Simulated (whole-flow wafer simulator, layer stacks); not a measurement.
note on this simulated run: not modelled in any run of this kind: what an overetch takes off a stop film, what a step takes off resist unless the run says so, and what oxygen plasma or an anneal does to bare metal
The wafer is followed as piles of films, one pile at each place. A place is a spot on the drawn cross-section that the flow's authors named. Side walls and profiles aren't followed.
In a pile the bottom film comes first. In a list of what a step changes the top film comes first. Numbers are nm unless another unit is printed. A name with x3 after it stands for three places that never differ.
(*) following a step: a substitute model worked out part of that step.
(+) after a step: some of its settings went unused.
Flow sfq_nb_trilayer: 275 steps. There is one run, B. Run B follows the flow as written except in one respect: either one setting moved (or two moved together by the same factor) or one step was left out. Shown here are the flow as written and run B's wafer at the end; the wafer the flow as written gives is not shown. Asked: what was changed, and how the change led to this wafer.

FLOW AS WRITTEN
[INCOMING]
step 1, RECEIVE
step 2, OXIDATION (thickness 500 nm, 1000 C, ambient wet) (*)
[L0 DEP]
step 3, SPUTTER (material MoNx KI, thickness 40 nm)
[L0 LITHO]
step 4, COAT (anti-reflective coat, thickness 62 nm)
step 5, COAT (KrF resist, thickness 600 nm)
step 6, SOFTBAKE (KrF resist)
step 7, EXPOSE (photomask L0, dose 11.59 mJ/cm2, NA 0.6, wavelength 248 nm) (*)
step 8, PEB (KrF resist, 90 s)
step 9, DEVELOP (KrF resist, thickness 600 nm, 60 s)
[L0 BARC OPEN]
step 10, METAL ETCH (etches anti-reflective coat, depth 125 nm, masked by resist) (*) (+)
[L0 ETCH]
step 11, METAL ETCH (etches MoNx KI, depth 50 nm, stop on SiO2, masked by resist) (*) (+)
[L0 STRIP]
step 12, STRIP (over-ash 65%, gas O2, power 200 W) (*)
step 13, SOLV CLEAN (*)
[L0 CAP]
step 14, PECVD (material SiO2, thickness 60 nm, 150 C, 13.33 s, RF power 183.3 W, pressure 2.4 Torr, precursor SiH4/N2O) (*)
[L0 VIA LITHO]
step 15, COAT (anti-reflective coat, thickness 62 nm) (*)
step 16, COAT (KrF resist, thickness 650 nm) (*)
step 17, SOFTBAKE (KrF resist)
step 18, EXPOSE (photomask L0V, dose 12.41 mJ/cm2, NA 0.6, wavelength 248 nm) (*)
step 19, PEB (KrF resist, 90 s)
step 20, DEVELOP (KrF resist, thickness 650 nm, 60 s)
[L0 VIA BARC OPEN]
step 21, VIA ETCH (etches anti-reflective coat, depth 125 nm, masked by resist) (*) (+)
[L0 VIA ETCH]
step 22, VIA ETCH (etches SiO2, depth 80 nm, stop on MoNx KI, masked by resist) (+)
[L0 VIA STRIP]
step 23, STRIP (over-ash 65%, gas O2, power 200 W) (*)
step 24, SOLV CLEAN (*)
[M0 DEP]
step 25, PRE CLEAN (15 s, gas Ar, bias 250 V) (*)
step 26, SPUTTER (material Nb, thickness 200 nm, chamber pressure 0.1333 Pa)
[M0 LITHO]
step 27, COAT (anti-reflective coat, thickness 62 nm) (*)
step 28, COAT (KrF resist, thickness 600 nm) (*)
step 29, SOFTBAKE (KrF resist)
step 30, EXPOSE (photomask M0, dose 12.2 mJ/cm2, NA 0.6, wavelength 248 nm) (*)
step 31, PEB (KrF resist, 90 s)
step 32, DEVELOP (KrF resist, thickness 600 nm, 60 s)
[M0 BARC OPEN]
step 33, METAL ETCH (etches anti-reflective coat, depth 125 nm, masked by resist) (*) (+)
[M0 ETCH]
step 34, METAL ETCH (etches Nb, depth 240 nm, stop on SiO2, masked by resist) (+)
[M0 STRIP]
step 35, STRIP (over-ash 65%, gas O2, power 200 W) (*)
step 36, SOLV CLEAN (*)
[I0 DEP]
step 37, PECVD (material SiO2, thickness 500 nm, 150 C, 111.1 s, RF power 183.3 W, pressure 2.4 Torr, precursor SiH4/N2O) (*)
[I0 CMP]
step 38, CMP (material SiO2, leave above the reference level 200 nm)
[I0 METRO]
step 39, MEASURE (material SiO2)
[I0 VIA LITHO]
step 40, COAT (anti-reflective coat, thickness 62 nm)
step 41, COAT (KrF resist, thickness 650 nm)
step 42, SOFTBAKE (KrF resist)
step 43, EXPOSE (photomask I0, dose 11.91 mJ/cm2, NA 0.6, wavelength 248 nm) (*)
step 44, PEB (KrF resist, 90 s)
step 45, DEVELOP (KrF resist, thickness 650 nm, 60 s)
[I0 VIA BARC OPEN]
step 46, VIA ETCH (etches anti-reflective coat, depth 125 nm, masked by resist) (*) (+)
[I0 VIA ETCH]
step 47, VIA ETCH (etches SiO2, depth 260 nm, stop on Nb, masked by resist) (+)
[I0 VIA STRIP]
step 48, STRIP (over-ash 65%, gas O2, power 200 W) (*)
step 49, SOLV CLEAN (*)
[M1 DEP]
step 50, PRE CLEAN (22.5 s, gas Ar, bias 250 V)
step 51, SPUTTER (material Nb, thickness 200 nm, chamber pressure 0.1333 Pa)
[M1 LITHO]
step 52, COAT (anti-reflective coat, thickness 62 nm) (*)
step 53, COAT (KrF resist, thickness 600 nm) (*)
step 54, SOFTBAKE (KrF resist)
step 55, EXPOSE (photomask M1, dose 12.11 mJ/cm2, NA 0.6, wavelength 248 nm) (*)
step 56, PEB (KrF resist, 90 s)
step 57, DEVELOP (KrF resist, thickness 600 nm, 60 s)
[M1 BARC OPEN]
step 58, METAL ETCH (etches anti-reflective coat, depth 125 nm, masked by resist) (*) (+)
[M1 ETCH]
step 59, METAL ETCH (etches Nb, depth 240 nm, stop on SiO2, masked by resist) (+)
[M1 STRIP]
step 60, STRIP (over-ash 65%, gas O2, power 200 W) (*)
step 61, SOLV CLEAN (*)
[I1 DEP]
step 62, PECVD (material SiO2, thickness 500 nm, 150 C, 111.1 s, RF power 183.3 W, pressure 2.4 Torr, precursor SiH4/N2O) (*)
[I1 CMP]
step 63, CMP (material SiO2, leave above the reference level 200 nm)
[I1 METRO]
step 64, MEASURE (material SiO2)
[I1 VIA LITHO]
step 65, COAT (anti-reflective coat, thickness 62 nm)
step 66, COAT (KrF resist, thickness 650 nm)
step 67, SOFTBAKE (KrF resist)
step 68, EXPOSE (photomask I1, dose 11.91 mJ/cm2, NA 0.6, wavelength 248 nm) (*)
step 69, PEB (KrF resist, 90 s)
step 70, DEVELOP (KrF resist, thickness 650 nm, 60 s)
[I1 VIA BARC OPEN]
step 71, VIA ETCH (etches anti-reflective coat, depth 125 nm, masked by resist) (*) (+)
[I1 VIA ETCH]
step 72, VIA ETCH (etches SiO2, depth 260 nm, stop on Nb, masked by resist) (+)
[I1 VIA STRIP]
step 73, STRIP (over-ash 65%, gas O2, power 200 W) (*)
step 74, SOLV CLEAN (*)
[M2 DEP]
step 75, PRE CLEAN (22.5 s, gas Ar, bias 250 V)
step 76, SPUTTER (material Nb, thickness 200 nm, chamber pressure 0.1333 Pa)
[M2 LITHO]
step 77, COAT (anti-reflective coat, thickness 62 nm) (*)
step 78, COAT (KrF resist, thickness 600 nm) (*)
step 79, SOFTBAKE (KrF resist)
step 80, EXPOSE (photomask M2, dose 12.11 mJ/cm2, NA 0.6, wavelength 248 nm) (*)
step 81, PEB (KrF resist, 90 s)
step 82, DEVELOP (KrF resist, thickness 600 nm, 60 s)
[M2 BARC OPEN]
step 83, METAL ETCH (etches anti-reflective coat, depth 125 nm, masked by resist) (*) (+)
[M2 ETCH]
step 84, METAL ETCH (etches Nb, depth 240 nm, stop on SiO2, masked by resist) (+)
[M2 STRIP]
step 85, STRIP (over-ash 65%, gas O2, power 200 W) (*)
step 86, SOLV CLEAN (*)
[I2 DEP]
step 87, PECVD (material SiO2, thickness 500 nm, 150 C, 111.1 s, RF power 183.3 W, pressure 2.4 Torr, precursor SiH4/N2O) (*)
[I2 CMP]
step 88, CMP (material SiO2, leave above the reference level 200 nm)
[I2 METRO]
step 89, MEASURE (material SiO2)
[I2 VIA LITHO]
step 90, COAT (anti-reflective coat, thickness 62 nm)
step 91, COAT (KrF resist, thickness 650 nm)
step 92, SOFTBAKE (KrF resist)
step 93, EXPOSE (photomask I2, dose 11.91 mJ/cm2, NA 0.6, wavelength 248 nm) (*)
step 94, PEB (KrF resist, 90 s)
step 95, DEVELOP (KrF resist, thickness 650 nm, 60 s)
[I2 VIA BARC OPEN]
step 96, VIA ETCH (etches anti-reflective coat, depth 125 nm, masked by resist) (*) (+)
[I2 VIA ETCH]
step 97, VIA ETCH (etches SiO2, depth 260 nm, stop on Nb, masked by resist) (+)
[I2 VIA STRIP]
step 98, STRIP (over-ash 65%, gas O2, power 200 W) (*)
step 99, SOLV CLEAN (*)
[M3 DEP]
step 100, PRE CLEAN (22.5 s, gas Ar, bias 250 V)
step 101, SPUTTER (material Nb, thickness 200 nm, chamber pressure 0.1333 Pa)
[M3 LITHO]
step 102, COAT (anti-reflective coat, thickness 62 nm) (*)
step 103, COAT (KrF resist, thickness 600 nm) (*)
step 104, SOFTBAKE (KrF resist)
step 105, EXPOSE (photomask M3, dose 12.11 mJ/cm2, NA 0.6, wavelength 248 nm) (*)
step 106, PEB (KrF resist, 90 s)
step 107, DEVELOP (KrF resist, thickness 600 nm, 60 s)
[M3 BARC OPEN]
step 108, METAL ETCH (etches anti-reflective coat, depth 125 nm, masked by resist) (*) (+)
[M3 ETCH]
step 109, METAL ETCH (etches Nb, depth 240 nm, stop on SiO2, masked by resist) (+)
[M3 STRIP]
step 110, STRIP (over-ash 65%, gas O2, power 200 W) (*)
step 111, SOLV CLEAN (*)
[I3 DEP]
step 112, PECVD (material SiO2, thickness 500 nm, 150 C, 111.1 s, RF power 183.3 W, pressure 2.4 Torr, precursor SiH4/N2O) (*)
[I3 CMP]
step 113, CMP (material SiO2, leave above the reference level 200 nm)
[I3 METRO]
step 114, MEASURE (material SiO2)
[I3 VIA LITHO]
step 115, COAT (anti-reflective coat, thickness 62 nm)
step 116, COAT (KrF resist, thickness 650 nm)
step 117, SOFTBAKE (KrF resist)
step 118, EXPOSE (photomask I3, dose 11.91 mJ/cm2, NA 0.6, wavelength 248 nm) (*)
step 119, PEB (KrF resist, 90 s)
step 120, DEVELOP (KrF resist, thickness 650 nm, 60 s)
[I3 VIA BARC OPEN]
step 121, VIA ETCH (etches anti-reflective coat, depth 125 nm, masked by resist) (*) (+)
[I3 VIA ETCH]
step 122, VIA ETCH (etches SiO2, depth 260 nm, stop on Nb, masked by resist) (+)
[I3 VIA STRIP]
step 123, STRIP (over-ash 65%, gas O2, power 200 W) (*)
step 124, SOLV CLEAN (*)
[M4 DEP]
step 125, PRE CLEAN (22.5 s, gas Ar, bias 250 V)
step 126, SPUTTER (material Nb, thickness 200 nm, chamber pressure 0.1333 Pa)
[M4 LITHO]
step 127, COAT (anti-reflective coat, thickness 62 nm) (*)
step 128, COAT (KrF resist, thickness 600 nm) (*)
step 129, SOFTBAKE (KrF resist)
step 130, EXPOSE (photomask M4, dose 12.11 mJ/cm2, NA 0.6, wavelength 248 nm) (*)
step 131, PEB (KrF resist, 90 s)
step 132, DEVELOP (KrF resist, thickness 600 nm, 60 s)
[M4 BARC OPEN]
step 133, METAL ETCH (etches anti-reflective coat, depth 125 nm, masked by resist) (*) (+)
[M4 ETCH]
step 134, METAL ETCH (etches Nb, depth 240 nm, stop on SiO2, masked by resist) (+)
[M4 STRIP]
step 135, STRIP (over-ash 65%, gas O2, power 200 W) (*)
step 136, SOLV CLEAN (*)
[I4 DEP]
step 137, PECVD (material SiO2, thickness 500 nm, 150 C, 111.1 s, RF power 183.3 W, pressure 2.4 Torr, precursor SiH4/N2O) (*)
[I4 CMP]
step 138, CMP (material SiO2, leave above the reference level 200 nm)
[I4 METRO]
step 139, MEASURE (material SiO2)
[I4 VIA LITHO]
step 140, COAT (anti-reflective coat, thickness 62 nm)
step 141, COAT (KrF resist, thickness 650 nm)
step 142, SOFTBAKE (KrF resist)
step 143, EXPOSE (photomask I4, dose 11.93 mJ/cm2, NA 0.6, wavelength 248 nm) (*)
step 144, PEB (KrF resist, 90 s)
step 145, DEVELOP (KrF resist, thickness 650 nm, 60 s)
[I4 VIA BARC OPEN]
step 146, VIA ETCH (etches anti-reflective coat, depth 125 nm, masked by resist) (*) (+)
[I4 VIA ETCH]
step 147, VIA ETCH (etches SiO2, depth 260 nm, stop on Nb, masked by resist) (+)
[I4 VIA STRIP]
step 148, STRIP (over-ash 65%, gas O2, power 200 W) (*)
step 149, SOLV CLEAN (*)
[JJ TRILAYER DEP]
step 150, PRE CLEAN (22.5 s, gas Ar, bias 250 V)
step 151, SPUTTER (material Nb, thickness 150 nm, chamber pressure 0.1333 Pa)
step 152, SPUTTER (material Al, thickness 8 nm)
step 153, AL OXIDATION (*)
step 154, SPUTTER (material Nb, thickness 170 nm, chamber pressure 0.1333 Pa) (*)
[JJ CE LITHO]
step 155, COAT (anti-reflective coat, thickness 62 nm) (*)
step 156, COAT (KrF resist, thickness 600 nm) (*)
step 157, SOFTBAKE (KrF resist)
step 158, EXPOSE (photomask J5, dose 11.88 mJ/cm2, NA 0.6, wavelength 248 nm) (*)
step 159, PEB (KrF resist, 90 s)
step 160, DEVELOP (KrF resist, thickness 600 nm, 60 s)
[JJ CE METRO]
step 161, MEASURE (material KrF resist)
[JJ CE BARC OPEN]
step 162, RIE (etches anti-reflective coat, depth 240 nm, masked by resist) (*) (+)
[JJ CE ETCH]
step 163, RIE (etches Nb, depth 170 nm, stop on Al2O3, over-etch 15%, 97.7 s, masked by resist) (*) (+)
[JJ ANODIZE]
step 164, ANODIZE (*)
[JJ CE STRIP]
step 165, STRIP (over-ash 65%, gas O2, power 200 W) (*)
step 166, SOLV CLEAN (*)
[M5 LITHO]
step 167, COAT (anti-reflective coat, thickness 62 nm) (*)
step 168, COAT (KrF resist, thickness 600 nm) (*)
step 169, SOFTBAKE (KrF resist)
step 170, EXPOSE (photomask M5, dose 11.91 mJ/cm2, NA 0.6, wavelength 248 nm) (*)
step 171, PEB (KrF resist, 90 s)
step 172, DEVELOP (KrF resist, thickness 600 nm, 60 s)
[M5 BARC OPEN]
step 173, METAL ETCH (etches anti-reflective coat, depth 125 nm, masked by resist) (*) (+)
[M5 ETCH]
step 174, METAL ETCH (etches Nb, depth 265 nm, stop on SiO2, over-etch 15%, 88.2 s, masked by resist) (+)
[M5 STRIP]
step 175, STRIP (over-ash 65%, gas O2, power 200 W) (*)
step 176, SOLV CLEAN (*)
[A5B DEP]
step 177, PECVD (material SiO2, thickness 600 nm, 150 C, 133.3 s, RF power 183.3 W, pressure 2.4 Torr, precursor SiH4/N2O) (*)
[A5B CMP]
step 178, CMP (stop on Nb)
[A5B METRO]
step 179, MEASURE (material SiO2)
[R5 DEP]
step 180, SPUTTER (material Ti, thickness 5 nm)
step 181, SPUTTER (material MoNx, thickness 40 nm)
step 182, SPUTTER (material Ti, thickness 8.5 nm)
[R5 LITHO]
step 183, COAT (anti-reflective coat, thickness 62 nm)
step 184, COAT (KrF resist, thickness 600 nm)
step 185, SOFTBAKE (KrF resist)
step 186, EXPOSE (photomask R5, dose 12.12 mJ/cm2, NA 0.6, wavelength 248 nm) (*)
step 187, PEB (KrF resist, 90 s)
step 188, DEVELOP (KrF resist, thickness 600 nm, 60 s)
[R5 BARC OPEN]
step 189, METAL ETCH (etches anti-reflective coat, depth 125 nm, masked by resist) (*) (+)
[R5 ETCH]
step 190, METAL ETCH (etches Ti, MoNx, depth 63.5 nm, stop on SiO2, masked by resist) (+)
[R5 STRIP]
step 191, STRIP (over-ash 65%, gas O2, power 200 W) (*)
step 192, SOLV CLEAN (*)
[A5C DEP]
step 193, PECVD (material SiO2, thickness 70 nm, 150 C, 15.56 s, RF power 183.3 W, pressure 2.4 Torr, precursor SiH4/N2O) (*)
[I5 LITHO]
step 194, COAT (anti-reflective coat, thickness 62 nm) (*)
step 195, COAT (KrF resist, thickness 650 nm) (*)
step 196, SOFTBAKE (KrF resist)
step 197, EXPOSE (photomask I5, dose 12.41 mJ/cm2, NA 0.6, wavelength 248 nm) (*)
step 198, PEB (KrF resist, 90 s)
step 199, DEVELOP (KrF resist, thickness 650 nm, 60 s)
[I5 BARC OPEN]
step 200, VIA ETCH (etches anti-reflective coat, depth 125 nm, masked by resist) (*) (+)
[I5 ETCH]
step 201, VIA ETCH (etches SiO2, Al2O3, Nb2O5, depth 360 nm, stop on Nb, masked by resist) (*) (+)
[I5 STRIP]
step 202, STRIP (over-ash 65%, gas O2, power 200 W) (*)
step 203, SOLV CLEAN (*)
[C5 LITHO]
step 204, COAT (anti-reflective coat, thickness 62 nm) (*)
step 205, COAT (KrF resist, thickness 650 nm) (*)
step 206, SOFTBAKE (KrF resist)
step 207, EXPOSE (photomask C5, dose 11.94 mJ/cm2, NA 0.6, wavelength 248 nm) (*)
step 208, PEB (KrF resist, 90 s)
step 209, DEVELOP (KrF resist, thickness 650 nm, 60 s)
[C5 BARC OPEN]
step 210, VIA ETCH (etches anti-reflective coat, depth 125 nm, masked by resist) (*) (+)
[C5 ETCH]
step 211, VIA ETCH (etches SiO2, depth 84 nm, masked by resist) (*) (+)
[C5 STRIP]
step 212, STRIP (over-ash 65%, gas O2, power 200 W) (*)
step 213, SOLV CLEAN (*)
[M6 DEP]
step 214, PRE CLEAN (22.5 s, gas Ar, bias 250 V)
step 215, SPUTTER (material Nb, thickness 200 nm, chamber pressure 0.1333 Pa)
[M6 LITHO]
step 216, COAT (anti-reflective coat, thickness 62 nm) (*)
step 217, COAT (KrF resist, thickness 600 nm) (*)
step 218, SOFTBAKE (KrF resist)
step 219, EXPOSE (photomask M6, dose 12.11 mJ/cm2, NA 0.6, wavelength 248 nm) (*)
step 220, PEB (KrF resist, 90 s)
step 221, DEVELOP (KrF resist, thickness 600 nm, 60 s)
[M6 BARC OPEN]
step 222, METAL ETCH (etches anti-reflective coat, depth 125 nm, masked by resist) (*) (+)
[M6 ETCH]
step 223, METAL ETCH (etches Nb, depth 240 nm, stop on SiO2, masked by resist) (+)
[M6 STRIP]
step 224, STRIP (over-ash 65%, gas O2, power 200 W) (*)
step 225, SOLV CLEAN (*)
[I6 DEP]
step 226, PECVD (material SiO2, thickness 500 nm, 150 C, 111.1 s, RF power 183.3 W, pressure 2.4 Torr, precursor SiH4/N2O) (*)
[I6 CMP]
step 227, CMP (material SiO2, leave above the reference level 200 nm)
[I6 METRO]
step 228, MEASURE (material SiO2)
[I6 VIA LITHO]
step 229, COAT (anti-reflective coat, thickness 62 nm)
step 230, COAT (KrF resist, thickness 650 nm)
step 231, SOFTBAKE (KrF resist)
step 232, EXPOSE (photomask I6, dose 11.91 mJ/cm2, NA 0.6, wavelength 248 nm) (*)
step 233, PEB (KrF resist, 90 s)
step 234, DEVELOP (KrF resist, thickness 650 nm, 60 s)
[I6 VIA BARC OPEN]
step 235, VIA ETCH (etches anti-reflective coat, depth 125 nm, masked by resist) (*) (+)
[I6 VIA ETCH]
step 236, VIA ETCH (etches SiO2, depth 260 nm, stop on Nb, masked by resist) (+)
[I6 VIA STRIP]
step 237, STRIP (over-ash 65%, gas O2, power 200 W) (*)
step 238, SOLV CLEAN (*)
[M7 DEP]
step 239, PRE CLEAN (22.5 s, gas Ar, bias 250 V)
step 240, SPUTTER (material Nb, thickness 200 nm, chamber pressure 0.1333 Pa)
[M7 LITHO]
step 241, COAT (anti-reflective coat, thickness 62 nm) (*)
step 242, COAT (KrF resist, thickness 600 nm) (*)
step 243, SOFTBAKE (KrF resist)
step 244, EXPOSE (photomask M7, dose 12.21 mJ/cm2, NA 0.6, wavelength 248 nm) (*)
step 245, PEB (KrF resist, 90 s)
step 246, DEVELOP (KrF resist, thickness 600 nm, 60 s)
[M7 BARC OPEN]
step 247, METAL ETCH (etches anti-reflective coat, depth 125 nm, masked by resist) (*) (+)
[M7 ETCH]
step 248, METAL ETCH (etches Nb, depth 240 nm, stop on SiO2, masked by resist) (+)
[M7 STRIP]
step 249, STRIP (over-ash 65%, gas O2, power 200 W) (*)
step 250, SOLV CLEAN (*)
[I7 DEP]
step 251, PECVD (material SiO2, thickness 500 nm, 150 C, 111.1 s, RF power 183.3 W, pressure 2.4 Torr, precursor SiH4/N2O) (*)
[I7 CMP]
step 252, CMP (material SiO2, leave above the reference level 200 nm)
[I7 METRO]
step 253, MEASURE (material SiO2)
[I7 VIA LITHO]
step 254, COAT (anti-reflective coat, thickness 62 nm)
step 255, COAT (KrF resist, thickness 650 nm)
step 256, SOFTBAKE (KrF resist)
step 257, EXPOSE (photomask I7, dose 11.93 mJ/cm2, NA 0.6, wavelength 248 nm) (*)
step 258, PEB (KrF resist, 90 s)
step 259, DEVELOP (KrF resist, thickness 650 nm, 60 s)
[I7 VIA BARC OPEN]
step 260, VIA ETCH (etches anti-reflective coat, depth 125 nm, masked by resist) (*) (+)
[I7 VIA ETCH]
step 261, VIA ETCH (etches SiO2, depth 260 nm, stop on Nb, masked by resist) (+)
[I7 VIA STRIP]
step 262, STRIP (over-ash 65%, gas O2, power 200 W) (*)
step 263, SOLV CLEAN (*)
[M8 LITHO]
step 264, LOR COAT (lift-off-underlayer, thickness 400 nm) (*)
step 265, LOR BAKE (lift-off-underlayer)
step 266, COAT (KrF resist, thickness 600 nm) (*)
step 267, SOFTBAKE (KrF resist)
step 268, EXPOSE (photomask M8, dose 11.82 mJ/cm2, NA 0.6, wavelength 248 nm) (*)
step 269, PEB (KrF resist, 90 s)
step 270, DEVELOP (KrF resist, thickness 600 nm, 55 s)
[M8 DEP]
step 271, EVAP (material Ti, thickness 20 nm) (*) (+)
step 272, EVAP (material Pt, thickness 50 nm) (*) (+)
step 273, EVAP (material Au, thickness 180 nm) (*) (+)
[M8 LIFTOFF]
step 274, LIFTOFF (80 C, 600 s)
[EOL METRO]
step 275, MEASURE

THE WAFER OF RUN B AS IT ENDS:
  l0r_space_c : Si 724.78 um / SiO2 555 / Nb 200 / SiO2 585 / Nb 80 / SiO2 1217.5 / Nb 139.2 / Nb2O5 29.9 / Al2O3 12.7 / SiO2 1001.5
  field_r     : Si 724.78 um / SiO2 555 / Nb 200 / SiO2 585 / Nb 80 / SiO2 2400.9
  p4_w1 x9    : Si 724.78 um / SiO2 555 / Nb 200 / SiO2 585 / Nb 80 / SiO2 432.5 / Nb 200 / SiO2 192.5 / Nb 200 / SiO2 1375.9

Cause: step 76, SPUTTER: thickness 320 nm was run, while the flow as written has thickness 200 nm.

The path from the change to this, step by step:
  step 76, SPUTTER (material Nb, thickness 200 nm, chamber pressure 0.1333 Pa)
      field_l, v_sur, via_wl and 102 more: Nb gains 320 (new film) (it would be, as written: Nb gains 200 (new film))
      via_v: Nb gains 281.3 (it would be, as written: Nb gains 174.5)
  step 77, COAT (anti-reflective coat, thickness 62 nm) (*)
      via_v: anti-reflective coat gains 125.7 (new film) (it would be, as written: anti-reflective coat gains 123.1 (new film))
  step 84, METAL ETCH (etches Nb, depth 240 nm, stop on SiO2, masked by resist) (+)
      field_l, be, be_sur and 81 more: Nb loses 240 (it would be, as written: Nb loses 200 (all of it))
  step 85, STRIP (over-ash 65%, gas O2, power 200 W) (*)
      via_v: KrF resist loses 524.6 (all of it), anti-reflective coat loses 125.7 (all of it) (it would be, as written: KrF resist loses 515.8 (all of it), anti-reflective coat loses 123.1 (all of it))
  step 87, PECVD (material SiO2, thickness 500 nm, 150 C, 111.1 s, RF power 183.3 W, pressure 2.4 Torr, precursor SiH4/N2O) (*)
      field_l, be, be_sur and 81 more: SiO2 gains 500 (new film) (it would be, as written: SiO2 gains 500)
  step 88, CMP (material SiO2, leave above the reference level 200 nm)
      field_l, be, be_sur and 81 more: SiO2 loses 60 (it would be, as written: SiO2 loses 100)
      via_v: SiO2 loses 157.1 (it would be, as written: SiO2 loses 181.6)
If metal films that touch count as one body, l0r_space_c has 3 bodies (between them, from the top down: SiO2 1217.5; SiO2 585); the flow as written gives 2 bodies (between them, from the top down: SiO2 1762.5).
If metal films that touch count as one body, field_r has 2 bodies (between them, from the top down: SiO2 585); the flow as written gives 1 body.
If metal films that touch count as one body, p4_w1 x9 has 4 bodies (between them, from the top down: SiO2 192.5; SiO2 432.5; SiO2 585); the flow as written gives 3 bodies (between them, from the top down: SiO2 192.5; SiO2 977.5).
